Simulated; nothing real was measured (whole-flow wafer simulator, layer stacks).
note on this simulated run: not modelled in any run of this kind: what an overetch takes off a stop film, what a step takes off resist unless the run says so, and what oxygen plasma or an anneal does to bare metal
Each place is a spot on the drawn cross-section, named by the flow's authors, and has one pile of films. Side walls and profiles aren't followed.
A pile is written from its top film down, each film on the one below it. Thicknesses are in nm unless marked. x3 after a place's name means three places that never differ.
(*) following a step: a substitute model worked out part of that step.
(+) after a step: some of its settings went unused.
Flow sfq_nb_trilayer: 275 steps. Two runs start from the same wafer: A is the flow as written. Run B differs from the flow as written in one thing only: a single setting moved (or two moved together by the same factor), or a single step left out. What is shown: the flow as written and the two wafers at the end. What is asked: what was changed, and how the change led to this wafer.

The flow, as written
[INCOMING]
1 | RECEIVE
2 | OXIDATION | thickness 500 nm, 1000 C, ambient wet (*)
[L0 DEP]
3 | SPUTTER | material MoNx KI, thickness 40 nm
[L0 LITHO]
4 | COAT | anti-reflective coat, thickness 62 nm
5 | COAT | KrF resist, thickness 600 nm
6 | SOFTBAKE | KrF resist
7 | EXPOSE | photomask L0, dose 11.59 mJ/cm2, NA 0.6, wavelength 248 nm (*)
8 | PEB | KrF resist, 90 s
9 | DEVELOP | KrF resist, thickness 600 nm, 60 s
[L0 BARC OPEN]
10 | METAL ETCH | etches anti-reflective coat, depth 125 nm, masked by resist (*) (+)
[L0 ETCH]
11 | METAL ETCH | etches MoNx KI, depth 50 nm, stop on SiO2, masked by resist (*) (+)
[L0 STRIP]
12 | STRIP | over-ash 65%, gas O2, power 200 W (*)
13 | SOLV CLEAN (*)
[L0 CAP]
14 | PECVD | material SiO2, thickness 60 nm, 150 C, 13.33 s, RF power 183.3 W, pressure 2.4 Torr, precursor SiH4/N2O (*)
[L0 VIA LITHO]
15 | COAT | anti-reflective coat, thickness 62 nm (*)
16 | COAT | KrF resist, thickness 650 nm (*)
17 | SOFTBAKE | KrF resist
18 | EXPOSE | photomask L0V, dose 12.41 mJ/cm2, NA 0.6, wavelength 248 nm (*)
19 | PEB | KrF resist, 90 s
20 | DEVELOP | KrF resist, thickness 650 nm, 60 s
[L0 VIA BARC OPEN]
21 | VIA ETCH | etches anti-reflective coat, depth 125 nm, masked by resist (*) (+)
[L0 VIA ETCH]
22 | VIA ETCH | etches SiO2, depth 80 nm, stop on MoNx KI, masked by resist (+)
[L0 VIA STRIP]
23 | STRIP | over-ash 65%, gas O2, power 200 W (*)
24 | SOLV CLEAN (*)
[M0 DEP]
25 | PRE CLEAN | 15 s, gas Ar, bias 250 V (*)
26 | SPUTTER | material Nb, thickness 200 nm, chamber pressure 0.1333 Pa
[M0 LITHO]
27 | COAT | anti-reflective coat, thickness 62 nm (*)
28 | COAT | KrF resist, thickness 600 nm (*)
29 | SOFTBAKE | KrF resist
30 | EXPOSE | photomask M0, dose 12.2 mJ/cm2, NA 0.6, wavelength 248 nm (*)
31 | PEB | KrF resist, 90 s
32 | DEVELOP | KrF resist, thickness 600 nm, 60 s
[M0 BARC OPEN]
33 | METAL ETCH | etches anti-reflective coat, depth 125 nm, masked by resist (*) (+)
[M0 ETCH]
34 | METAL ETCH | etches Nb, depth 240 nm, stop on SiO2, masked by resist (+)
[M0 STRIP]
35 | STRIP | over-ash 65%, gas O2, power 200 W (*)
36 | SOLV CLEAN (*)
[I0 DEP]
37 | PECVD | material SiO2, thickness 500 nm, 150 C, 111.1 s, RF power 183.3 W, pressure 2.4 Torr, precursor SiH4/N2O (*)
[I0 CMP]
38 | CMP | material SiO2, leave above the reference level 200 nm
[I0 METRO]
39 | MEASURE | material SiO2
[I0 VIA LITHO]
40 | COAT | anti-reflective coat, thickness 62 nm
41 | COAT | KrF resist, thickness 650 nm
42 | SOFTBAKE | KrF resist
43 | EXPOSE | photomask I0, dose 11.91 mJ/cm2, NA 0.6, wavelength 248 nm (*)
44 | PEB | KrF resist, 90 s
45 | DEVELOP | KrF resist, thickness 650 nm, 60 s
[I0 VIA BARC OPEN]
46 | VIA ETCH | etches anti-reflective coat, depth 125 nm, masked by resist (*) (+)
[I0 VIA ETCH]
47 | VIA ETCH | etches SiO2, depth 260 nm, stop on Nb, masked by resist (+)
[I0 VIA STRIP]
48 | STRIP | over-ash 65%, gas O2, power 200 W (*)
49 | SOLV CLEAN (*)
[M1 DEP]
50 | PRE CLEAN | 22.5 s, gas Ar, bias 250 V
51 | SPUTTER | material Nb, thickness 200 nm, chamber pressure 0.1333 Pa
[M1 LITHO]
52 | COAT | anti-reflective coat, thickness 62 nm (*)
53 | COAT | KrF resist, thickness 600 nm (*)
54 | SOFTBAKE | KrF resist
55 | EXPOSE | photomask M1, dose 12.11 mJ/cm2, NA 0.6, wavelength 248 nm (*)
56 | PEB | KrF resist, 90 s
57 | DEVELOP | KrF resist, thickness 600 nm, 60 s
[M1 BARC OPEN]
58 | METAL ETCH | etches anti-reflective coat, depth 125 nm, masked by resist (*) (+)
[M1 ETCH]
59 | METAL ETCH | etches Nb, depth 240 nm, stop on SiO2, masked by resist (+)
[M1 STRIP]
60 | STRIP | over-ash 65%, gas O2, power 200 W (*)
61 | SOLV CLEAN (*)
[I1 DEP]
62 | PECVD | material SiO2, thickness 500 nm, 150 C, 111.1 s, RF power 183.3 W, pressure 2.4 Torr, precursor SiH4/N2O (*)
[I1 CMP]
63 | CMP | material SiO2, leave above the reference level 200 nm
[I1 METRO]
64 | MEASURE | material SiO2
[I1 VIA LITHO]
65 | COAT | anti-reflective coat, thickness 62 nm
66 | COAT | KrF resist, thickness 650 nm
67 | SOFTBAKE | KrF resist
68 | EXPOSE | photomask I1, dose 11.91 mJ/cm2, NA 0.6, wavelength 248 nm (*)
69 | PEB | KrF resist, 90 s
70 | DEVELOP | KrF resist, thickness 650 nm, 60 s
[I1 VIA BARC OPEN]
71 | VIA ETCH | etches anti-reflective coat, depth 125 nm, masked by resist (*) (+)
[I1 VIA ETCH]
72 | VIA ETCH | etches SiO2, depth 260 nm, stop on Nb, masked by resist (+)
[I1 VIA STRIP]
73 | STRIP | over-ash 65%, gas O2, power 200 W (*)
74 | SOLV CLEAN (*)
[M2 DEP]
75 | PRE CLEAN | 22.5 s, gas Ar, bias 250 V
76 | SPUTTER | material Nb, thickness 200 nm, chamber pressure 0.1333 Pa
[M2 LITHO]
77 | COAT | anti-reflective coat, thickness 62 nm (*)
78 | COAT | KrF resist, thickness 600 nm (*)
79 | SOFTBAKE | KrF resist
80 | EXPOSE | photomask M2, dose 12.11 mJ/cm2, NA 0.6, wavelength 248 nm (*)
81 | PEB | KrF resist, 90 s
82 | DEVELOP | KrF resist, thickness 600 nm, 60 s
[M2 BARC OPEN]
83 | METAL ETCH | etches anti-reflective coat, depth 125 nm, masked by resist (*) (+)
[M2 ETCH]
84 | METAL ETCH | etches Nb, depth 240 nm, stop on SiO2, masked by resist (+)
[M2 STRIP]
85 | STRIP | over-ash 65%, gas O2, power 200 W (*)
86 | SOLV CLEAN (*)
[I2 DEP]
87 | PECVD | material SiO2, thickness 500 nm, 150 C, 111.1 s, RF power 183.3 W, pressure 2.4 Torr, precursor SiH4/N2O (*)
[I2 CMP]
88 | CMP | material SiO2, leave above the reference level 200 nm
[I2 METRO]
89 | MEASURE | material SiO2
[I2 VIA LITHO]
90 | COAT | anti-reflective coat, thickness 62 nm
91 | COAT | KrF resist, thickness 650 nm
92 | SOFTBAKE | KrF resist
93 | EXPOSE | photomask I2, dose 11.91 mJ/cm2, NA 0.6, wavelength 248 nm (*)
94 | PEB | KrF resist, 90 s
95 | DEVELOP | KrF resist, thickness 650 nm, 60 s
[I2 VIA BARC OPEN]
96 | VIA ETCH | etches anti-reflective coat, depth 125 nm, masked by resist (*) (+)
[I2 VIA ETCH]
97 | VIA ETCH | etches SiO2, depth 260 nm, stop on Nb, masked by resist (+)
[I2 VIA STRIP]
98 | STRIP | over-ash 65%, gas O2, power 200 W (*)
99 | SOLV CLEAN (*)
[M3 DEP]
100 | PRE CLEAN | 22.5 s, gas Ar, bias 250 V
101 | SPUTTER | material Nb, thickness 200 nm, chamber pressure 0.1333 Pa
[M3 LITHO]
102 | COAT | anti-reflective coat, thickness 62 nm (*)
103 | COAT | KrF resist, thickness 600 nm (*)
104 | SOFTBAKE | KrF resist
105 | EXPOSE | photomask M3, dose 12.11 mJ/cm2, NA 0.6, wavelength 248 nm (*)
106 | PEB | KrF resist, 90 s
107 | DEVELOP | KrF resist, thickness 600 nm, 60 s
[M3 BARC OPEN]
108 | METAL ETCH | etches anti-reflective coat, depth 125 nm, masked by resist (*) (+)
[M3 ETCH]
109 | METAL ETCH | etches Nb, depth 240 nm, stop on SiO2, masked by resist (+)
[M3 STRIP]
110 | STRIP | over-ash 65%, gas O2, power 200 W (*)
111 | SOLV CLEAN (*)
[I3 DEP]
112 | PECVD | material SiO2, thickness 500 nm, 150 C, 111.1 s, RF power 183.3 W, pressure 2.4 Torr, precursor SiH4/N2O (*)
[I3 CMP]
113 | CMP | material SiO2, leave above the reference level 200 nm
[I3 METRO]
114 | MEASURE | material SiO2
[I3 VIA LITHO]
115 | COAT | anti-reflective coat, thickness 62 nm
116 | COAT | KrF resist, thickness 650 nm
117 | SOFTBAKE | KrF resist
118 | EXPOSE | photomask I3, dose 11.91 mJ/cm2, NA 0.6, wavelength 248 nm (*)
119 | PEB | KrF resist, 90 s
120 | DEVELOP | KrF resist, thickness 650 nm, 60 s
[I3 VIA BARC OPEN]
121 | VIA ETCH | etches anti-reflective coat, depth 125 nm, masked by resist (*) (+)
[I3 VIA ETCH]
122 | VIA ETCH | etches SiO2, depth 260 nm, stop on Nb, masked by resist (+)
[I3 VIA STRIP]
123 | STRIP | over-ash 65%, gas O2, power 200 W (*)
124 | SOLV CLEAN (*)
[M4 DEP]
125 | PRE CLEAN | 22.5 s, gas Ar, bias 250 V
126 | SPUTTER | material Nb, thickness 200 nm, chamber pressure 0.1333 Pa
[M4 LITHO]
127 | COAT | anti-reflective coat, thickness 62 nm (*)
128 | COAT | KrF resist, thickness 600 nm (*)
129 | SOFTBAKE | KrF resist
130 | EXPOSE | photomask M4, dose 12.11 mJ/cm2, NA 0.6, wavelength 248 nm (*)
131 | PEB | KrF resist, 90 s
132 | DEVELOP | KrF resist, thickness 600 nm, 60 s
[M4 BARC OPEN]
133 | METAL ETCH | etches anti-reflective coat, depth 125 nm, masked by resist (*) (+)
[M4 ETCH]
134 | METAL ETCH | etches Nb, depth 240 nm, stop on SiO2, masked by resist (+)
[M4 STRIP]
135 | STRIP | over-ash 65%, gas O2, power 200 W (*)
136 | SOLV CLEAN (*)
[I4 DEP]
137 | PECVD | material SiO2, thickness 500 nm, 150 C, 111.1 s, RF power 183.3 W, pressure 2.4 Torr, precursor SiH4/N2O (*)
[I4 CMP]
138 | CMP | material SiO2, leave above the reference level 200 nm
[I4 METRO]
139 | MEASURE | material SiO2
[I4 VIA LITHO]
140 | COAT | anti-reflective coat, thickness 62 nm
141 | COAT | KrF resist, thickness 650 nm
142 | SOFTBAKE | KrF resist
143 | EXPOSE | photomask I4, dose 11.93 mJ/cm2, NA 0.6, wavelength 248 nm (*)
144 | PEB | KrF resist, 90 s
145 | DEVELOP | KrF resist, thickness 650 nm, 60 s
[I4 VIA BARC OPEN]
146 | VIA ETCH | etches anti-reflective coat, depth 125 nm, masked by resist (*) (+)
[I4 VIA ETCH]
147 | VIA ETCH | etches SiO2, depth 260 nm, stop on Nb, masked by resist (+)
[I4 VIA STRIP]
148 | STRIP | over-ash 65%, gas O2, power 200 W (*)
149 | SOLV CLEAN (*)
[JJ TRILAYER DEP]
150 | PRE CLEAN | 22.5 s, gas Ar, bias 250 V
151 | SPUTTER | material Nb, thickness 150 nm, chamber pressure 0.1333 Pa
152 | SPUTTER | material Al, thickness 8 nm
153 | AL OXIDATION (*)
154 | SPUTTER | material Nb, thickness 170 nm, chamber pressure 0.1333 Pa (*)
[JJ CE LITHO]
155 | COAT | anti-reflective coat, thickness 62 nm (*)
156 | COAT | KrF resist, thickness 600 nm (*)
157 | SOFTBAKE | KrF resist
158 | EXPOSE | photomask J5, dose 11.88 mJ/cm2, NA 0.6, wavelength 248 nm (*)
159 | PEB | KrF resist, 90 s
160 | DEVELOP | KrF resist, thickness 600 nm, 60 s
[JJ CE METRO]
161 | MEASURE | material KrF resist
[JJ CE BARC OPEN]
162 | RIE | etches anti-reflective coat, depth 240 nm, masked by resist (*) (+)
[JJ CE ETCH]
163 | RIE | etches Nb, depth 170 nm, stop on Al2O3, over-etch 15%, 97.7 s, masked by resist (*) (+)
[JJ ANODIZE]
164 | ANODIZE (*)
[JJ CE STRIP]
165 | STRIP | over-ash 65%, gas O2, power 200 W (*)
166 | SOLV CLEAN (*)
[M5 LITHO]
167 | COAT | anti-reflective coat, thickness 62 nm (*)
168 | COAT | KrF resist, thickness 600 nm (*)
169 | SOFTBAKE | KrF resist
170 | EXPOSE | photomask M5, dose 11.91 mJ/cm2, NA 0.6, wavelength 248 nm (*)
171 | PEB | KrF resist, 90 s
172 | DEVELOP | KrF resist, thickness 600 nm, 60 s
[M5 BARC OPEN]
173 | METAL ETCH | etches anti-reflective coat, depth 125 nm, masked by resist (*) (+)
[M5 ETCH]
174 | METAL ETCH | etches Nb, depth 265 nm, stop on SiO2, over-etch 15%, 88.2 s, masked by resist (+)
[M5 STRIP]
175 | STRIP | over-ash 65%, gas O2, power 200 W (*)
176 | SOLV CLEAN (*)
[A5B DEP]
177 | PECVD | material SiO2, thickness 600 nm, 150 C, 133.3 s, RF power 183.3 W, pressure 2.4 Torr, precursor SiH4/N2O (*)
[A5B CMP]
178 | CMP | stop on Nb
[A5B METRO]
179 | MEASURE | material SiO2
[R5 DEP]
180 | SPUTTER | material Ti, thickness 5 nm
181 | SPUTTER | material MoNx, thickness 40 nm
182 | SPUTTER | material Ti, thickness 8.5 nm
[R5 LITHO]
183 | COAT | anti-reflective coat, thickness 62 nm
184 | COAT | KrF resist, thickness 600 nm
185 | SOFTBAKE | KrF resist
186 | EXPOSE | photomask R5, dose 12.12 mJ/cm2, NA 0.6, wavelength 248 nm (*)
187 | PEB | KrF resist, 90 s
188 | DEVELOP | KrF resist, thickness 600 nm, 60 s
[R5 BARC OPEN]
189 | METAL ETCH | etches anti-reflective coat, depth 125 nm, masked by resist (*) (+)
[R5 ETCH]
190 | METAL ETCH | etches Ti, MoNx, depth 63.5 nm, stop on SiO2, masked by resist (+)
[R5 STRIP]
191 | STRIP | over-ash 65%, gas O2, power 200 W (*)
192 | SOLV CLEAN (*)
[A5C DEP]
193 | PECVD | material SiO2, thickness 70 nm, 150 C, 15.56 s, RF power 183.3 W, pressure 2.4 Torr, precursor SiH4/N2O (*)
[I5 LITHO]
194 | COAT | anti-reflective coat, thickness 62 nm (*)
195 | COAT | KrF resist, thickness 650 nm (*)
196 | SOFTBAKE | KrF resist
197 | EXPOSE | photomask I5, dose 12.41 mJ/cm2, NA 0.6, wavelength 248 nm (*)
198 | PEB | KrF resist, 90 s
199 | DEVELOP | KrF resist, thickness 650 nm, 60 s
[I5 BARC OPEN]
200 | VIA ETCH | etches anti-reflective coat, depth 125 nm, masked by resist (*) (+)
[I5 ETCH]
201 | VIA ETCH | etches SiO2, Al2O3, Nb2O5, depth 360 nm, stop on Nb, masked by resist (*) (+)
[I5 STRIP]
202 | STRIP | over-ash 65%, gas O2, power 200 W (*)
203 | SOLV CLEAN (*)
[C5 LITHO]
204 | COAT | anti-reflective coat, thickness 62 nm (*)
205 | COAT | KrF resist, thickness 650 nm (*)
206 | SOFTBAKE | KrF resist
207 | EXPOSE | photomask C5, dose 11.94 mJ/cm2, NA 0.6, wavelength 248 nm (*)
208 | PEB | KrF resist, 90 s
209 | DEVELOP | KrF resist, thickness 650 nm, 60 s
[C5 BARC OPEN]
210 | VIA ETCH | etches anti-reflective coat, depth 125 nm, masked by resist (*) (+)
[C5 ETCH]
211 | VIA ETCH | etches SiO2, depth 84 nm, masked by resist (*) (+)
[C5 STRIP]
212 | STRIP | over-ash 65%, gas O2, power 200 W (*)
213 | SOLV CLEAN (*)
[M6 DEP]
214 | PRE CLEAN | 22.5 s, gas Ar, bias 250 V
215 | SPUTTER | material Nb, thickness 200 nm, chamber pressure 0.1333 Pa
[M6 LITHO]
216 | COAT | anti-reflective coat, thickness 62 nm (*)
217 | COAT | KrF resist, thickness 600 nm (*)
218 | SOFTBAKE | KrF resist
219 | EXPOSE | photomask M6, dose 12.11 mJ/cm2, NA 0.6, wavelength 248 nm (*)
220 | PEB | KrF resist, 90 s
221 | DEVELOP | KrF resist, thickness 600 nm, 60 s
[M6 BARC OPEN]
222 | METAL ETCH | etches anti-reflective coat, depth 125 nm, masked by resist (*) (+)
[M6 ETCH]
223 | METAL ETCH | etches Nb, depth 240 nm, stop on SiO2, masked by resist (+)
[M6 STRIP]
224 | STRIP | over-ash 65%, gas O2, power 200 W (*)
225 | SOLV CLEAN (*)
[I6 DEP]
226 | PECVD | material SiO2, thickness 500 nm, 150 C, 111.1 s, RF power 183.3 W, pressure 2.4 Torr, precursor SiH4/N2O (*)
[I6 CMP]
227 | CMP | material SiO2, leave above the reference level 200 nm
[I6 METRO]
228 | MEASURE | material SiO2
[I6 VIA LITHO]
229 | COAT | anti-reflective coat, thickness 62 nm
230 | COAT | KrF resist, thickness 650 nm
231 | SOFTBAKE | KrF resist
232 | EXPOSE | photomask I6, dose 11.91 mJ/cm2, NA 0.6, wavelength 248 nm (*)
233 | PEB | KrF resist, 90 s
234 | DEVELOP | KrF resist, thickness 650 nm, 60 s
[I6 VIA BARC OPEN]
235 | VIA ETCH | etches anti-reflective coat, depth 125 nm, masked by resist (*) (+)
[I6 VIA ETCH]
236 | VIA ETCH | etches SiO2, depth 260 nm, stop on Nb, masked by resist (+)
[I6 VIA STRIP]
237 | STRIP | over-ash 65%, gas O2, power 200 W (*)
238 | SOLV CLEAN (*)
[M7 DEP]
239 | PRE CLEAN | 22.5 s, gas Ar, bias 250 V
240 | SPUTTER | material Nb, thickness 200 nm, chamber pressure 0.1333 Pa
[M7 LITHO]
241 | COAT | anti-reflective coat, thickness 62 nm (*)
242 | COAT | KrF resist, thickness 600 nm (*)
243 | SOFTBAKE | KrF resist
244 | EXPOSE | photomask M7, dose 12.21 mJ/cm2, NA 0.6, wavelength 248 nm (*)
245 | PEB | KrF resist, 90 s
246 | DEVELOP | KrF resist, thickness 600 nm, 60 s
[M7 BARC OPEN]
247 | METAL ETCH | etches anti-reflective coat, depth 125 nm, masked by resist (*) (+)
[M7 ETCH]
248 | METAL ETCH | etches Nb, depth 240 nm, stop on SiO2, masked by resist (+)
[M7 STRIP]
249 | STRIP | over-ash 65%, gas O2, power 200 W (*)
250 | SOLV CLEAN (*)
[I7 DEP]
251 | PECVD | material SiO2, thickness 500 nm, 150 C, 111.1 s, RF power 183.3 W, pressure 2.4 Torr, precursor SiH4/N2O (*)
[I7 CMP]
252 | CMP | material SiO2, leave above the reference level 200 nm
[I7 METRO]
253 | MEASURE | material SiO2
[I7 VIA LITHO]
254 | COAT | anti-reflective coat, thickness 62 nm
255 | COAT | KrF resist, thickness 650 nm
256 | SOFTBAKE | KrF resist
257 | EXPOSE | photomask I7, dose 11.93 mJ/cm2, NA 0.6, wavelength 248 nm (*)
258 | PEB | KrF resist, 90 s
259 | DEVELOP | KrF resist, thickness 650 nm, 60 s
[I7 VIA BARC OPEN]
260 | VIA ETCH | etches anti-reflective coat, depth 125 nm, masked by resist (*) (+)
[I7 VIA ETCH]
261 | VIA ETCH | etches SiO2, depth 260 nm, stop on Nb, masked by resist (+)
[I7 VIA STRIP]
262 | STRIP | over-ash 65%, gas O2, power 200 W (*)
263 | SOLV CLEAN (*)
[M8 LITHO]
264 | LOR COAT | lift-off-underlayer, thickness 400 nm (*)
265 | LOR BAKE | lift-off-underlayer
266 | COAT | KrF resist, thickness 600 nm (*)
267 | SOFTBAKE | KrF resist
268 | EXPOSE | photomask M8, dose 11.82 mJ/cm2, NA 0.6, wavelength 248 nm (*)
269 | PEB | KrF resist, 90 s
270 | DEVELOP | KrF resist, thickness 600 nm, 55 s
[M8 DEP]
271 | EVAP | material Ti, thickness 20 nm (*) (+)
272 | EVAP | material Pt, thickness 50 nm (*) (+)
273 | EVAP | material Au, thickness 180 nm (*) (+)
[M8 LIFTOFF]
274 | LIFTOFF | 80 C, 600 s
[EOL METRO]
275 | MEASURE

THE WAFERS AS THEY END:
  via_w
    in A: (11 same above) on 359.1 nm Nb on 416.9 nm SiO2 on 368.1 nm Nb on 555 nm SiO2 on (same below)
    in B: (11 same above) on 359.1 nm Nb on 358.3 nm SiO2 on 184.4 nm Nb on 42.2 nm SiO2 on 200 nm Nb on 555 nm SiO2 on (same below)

What caused this: step 47, VIA ETCH: depth 150.1 nm was run, though the flow has depth 260 nm.

Step by step, how the change led to this:
  47 | VIA ETCH | etches SiO2, depth 260 nm, stop on Nb, masked by resist (+)
      via_w: A SiO2 loses 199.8 (all of it) | B SiO2 loses 150.1
      field_l, v_sur, via_wl and 102 more: A KrF resist loses 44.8 | B KrF resist loses 25.9
  48 | STRIP | over-ash 65%, gas O2, power 200 W (*)
      field_l, v_sur, via_wl and 102 more: A KrF resist loses 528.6 (all of it), anti-reflective coat loses 62 (all of it) | B KrF resist loses 547.6 (all of it), anti-reflective coat loses 62 (all of it)
  50 | PRE CLEAN | 22.5 s, gas Ar, bias 250 V
      via_w: A Nb loses 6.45 | B SiO2 loses 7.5
  51 | SPUTTER | material Nb, thickness 200 nm, chamber pressure 0.1333 Pa
      via_w: A Nb gains 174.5 | B Nb gains 184.4 (new film)
  52 | COAT | anti-reflective coat, thickness 62 nm (*)
      via_wl: A anti-reflective coat gains 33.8 (new film) | B anti-reflective coat gains 35.9 (new film)
      via_w: A anti-reflective coat gains 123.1 (new film) | B anti-reflective coat gains 111.5 (new film)
  53 | COAT | KrF resist, thickness 600 nm (*)
      via_w: A KrF resist gains 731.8 (new film) | B KrF resist gains 692.3 (new film)
  60 | STRIP | over-ash 65%, gas O2, power 200 W (*)
      via_wl: A KrF resist loses 385.5 (all of it), anti-reflective coat loses 33.8 (all of it) | B KrF resist loses 389.3 (all of it), anti-reflective coat loses 35.9 (all of it)
      via_w: A KrF resist loses 513.8 (all of it), anti-reflective coat loses 123.1 (all of it) | B KrF resist loses 474.5 (all of it), anti-reflective coat loses 111.5 (all of it)
  62 | PECVD | material SiO2, thickness 500 nm, 150 C, 111.1 s, RF power 183.3 W, pressure 2.4 Torr, precursor SiH4/N2O (*)
      via_w: A SiO2 gains 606 (new film) | B SiO2 gains 522.9 (new film)
  63 | CMP | material SiO2, leave above the reference level 200 nm
      via_w: A SiO2 loses 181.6 | B SiO2 loses 157.1
With metal films that touch counted as one body, via_w has 6 bodies (between them, from the top down: SiO2 192.5; SiO2 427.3 / Al2O3 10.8 / Nb2O5 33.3; SiO2 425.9; SiO2 358.3; SiO2 42.2); the flow as written gives 5 bodies (between them, from the top down: SiO2 192.5; SiO2 427.3 / Al2O3 10.8 / Nb2O5 33.3; SiO2 425.9; SiO2 416.9).
